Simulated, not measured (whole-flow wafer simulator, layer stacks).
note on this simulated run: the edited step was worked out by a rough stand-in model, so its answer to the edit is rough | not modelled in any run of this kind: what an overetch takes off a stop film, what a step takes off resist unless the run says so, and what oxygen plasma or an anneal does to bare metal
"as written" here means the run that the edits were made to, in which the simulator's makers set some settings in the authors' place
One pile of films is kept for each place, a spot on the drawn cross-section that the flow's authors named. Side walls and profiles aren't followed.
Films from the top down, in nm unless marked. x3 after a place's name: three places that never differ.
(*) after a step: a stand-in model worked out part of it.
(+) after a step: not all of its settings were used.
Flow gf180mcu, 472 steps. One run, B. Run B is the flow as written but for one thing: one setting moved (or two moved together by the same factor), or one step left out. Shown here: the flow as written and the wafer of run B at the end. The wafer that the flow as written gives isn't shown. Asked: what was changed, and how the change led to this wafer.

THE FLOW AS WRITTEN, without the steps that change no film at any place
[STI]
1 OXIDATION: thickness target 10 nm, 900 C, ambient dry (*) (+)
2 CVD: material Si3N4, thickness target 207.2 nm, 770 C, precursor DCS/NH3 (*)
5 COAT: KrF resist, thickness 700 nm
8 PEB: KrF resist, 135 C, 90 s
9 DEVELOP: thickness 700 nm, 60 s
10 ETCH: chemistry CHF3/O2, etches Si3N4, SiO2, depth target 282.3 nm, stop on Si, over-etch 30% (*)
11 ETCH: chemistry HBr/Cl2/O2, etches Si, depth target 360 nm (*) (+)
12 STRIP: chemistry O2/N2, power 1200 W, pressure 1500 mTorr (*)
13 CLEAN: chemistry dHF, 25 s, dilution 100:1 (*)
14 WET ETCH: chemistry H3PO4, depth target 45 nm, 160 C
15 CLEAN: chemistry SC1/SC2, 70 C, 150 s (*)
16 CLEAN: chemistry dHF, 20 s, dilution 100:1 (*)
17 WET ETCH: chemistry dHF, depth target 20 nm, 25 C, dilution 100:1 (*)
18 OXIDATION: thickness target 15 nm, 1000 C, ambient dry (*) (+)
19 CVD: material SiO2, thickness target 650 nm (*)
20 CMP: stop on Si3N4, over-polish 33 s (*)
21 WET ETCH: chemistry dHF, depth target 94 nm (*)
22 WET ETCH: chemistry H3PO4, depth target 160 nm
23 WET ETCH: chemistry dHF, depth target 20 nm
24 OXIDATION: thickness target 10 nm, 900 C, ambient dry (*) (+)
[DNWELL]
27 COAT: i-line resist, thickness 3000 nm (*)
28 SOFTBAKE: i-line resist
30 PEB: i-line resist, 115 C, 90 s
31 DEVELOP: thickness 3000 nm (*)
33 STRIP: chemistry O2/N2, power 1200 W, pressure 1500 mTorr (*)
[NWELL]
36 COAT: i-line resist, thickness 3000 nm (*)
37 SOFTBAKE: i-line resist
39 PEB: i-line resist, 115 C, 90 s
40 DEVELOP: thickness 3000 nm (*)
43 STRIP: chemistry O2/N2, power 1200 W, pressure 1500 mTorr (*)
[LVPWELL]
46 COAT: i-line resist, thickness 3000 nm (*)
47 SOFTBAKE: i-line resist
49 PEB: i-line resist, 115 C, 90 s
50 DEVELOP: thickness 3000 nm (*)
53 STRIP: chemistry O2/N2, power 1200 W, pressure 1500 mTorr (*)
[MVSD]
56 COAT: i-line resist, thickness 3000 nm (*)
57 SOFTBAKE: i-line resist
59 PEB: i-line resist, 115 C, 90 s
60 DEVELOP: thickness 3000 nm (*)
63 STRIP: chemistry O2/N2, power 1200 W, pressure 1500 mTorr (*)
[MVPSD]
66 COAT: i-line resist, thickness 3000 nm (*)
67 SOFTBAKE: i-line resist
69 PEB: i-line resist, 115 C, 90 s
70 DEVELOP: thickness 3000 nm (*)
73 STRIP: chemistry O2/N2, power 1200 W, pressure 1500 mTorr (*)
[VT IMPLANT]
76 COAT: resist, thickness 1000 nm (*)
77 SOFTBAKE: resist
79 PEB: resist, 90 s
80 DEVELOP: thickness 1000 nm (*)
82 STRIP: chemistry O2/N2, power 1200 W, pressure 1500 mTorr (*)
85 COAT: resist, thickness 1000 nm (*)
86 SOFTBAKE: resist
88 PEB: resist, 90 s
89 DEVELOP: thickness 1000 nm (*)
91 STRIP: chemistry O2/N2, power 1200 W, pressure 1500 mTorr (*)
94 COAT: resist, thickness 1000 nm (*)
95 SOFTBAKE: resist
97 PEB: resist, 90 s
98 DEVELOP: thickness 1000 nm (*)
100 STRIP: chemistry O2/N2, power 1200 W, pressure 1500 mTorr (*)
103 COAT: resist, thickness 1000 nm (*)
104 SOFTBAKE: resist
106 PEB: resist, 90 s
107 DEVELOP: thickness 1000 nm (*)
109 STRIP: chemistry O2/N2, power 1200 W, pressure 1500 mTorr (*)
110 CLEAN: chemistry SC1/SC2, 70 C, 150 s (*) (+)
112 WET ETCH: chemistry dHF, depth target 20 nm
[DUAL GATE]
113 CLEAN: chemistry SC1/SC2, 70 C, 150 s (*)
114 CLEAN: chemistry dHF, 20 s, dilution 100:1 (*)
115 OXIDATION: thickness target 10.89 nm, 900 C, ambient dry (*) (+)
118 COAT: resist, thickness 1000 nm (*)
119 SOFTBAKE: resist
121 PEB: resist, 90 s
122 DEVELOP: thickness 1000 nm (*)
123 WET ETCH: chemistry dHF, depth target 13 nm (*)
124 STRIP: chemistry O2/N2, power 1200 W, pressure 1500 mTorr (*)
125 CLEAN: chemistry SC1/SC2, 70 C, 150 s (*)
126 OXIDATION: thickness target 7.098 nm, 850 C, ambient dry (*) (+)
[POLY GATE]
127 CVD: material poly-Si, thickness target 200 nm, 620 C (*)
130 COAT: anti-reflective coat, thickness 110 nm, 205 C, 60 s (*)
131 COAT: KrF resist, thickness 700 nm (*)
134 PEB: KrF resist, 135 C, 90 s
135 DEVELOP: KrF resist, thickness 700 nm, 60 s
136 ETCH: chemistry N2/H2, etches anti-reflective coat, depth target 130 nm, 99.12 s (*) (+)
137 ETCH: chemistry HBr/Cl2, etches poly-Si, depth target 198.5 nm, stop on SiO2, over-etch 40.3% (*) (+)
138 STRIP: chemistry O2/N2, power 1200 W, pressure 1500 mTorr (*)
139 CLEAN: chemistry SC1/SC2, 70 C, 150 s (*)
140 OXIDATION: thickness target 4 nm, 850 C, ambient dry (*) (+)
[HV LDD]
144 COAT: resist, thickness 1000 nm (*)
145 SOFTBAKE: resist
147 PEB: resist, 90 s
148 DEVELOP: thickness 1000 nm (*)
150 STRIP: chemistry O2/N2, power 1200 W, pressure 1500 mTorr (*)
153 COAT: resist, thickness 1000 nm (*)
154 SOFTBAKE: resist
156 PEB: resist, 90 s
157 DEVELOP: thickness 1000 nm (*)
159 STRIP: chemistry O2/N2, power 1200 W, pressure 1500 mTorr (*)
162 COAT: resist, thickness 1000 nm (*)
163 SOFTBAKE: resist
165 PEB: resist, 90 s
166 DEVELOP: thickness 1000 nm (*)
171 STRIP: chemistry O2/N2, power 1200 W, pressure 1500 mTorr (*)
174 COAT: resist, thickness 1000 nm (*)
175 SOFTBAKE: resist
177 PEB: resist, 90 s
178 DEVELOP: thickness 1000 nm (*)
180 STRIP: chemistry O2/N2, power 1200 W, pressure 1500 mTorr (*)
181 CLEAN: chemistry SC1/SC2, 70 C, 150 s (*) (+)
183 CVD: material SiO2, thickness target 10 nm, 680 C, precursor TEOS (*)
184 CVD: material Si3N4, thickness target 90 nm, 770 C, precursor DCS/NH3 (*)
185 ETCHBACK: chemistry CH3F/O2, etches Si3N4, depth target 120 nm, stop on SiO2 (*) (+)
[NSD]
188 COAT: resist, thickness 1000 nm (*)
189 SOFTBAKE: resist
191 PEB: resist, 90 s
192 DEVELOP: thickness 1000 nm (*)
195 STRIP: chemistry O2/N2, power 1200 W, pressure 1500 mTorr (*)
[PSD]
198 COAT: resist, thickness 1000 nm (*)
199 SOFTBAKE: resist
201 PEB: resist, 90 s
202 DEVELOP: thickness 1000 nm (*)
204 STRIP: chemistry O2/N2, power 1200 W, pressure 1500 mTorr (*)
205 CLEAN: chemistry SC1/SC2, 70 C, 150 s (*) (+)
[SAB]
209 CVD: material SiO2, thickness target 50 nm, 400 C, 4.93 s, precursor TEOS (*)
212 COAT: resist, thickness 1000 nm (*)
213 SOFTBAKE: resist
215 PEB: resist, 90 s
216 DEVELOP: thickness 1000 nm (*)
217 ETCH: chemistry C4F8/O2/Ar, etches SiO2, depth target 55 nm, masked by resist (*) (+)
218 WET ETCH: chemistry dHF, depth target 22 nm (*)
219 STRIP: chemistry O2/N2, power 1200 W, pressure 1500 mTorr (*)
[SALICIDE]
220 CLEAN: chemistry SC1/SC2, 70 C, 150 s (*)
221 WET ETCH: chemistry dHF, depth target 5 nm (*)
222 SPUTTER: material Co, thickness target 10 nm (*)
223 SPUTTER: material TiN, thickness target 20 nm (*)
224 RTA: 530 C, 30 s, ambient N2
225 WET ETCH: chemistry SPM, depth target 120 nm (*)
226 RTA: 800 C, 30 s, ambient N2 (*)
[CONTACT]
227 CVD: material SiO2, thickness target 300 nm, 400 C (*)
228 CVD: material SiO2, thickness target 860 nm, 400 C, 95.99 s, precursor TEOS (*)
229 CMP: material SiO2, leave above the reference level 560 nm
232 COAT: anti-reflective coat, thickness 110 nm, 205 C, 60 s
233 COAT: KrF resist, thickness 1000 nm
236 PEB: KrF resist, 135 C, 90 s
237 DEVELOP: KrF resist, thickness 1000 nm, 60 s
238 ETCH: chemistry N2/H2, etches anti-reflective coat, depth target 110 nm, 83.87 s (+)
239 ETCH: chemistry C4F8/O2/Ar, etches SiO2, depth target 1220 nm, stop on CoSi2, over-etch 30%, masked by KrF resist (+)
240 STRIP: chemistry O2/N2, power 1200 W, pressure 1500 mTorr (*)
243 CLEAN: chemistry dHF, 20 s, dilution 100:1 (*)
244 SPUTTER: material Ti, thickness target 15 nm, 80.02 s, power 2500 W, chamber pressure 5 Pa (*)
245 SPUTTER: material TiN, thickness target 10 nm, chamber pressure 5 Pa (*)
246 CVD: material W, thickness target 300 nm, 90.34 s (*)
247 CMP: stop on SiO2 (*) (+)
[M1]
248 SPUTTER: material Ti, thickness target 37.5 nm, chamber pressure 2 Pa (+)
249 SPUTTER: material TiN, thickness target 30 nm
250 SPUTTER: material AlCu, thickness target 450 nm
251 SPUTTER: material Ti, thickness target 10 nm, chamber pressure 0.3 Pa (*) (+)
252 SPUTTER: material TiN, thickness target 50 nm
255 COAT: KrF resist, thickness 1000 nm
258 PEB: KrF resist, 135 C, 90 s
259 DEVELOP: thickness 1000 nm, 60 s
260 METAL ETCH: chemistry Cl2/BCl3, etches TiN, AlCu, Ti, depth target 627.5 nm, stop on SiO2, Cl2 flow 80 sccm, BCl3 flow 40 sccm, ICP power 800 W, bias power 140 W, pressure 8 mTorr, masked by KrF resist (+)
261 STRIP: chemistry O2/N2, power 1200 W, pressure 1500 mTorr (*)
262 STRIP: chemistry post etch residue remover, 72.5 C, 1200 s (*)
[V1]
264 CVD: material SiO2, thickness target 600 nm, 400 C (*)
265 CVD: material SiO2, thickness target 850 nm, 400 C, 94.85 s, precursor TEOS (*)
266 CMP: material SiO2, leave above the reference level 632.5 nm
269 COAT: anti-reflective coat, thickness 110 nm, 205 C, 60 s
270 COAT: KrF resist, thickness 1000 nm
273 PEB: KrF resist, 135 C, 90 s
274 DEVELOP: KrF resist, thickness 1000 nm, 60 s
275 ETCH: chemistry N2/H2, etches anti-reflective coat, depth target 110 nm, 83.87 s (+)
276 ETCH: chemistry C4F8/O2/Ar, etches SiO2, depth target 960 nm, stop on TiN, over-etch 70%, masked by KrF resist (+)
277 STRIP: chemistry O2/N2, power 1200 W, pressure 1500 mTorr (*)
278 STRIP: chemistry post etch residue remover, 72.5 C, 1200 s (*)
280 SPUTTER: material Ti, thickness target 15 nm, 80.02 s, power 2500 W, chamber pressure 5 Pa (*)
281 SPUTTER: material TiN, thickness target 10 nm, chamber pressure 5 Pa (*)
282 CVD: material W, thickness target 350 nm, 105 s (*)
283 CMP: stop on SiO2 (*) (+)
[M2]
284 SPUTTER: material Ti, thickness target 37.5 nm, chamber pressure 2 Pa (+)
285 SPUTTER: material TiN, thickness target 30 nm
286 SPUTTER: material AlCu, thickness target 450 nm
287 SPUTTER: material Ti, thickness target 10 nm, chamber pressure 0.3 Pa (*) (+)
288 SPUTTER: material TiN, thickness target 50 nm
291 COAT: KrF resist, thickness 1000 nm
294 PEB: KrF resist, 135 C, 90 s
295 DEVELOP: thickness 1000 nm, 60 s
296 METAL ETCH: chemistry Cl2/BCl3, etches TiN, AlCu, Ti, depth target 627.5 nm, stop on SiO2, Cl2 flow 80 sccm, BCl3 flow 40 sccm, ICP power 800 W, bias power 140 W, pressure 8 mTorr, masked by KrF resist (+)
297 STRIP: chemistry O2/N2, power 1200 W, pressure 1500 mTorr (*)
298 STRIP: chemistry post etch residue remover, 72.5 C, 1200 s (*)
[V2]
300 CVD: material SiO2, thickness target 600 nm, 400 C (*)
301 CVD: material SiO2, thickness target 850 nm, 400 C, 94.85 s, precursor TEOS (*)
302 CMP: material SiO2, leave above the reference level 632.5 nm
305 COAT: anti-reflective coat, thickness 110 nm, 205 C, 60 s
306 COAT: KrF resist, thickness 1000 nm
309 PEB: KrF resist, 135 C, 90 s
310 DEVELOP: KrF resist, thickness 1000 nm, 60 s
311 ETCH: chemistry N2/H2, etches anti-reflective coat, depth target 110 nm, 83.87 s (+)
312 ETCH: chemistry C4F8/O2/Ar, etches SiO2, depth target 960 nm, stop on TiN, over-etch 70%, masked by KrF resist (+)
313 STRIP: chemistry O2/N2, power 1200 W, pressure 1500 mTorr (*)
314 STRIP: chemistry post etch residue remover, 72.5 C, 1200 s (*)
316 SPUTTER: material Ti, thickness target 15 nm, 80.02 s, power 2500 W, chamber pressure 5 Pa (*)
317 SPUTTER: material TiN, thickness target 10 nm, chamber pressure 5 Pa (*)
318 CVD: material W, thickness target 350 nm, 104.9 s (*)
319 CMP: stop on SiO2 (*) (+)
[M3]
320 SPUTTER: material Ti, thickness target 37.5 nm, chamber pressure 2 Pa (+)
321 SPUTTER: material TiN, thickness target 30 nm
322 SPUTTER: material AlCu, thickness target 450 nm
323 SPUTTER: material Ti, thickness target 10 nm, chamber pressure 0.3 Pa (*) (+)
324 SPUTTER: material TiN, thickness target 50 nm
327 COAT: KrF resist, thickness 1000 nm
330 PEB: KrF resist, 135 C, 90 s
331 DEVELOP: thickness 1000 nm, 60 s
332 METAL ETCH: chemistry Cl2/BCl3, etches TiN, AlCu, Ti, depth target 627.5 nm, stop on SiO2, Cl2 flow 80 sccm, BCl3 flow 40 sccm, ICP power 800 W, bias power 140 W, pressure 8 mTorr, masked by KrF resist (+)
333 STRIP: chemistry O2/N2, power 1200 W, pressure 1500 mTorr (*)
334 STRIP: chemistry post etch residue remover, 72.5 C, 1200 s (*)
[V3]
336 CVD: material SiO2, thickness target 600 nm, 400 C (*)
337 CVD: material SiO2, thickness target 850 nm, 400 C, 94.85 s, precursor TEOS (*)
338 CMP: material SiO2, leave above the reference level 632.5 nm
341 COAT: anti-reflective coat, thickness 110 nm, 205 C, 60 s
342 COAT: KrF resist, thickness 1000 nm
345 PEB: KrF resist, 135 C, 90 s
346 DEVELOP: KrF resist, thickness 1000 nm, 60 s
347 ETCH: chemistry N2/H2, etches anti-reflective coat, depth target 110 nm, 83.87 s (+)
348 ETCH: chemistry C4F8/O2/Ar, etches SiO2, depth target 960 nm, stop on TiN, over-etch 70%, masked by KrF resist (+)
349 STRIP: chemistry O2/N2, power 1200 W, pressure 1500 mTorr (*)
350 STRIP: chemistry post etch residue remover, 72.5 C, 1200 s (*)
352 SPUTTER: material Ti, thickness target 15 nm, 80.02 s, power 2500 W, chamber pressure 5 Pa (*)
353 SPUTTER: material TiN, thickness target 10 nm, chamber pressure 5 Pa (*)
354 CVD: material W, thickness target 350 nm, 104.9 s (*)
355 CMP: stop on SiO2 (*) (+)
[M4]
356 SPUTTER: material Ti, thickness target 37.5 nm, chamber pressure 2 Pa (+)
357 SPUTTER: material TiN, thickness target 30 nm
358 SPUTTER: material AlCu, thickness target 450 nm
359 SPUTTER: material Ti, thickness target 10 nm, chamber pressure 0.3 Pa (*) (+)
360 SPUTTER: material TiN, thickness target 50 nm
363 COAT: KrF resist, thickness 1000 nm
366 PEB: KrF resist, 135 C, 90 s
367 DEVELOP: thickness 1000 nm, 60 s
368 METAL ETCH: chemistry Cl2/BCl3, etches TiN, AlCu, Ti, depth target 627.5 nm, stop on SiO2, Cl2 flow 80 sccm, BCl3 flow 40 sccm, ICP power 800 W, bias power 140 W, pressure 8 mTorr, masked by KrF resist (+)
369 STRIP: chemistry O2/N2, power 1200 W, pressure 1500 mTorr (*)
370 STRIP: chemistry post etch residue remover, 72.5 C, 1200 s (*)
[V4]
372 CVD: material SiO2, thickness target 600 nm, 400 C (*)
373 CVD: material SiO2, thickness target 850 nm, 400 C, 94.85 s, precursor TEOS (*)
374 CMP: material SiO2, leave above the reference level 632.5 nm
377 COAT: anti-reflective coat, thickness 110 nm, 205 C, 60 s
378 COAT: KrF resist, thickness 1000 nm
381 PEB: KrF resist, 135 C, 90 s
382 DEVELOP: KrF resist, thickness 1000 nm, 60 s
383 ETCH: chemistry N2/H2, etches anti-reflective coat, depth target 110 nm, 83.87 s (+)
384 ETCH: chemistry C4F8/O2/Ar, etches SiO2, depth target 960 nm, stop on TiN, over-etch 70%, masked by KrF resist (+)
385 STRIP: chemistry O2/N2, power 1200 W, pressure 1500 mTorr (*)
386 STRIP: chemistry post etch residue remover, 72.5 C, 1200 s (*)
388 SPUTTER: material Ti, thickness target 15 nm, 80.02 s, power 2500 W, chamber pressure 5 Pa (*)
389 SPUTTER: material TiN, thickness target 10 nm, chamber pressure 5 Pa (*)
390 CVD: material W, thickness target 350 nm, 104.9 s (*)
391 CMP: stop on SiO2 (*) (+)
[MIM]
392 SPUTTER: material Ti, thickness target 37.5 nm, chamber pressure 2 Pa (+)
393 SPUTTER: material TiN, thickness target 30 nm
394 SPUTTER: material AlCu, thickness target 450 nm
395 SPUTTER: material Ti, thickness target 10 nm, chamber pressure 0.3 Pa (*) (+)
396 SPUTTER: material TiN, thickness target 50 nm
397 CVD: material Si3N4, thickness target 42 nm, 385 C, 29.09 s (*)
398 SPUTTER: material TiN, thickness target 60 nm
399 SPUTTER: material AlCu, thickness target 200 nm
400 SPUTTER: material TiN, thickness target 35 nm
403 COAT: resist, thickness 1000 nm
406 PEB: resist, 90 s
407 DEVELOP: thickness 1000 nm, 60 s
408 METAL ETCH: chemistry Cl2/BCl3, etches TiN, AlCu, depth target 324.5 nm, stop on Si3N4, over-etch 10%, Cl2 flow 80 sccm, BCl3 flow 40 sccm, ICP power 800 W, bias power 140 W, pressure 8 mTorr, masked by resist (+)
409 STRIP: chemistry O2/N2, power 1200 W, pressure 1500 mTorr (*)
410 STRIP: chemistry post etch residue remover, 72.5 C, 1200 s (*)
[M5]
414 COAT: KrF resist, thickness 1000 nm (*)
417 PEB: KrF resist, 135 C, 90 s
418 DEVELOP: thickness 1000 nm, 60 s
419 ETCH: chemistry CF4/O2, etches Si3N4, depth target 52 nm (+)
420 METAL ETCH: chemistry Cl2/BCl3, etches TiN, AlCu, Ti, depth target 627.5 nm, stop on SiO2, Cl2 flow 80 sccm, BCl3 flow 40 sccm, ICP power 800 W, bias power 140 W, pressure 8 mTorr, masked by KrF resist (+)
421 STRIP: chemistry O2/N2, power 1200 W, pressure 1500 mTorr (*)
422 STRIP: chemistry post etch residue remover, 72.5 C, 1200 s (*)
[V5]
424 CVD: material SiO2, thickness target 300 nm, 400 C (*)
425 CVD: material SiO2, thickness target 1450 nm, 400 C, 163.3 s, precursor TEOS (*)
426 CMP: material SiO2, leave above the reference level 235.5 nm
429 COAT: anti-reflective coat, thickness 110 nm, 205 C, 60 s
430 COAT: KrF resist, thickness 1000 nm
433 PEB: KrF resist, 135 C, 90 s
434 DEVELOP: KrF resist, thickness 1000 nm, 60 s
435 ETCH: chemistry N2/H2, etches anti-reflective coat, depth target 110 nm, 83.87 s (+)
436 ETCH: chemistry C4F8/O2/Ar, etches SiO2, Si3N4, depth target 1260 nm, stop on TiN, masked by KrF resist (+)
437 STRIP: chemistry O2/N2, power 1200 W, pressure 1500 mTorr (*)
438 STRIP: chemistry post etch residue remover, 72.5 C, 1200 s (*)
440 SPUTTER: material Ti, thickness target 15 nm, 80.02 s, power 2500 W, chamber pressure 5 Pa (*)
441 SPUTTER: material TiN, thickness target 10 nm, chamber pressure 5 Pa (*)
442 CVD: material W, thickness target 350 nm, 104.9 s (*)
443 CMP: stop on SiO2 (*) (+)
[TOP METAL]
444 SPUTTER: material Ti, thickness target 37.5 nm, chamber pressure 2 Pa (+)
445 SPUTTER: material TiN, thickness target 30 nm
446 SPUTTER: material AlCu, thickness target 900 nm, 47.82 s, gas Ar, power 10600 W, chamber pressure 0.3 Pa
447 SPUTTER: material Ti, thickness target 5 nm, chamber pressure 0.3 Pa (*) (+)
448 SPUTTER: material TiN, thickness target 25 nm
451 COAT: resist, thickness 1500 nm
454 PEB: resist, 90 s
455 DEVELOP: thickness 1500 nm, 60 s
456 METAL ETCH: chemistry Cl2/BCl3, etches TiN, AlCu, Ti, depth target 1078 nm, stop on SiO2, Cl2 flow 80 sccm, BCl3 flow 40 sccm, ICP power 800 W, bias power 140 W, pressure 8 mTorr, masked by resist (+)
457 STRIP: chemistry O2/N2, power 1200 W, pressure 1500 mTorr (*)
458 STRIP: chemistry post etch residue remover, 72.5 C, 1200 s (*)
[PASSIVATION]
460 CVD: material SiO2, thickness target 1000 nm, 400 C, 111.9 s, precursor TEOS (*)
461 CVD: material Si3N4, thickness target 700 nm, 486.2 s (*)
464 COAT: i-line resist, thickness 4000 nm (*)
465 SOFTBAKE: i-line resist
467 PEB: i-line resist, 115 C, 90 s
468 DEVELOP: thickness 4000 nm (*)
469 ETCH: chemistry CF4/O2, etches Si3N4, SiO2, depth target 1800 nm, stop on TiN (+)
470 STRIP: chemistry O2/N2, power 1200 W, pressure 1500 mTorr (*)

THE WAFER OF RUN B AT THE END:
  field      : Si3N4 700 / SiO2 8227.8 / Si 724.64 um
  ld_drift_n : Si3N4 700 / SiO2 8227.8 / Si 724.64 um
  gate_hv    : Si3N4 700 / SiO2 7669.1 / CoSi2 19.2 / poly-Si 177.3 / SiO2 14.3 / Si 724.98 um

The cause: step 222, SPUTTER: thickness target 5.5 nm was run, where the flow has thickness target 10 nm.

How the change led to this, step by step:
  222 SPUTTER: material Co, thickness target 10 nm (*)
      field, field__w7, field__w8 and 71 more: Co +5.5 (new film) (as written it would be: Co +10 (new film))
      field__w6, field_sub, field_sub__w2: Co +5.47 (new film) (as written it would be: Co +9.95 (new film))
      (and at 34 more places)
  224 RTA: 530 C, 30 s, ambient N2
      gate, gate_hv, gate_p and 22 more: under 1 film: CoSi +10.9 (new film), Co -5.5 (all of it), poly-Si -10 (as written it would be: under 1 film: CoSi +19.9 (new film), Co -10 (all of it), poly-Si -18.2)
      active, p_well, sd_n and 11 more: under 1 film: CoSi +10.9 (new film), Co -5.5 (all of it), Si -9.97 (as written it would be: under 1 film: CoSi +19.9 (new film), Co -10 (all of it), Si -18.1)
      (and at 10 more places)
  225 WET ETCH: chemistry SPM, depth target 120 nm (*)
      field, field__w7, field__w8 and 32 more: TiN -20 (all of it), Co -5.5 (all of it) (as written it would be: TiN -20 (all of it), Co -10 (all of it))
      field__w9, nw_enc_fld_lv__w3: TiN -19.1 (all of it), Co -5.28 (all of it) (as written it would be: TiN -19.1 (all of it), Co -9.6 (all of it))
      (and at 25 more places)
  226 RTA: 800 C, 30 s, ambient N2 (*)
      gate, gate_hv, gate_p and 22 more: CoSi2 +19.2 (new film), CoSi -10.9 (all of it), poly-Si -10 (as written it would be: CoSi2 +35 (new film), CoSi -19.9 (all of it), poly-Si -18.2)
      active, p_well, sd_n and 11 more: CoSi2 +19.2 (new film), CoSi -10.9 (all of it), Si -9.97 (as written it would be: CoSi2 +35 (new film), CoSi -19.9 (all of it), Si -18.1)
      (and at 10 more places)
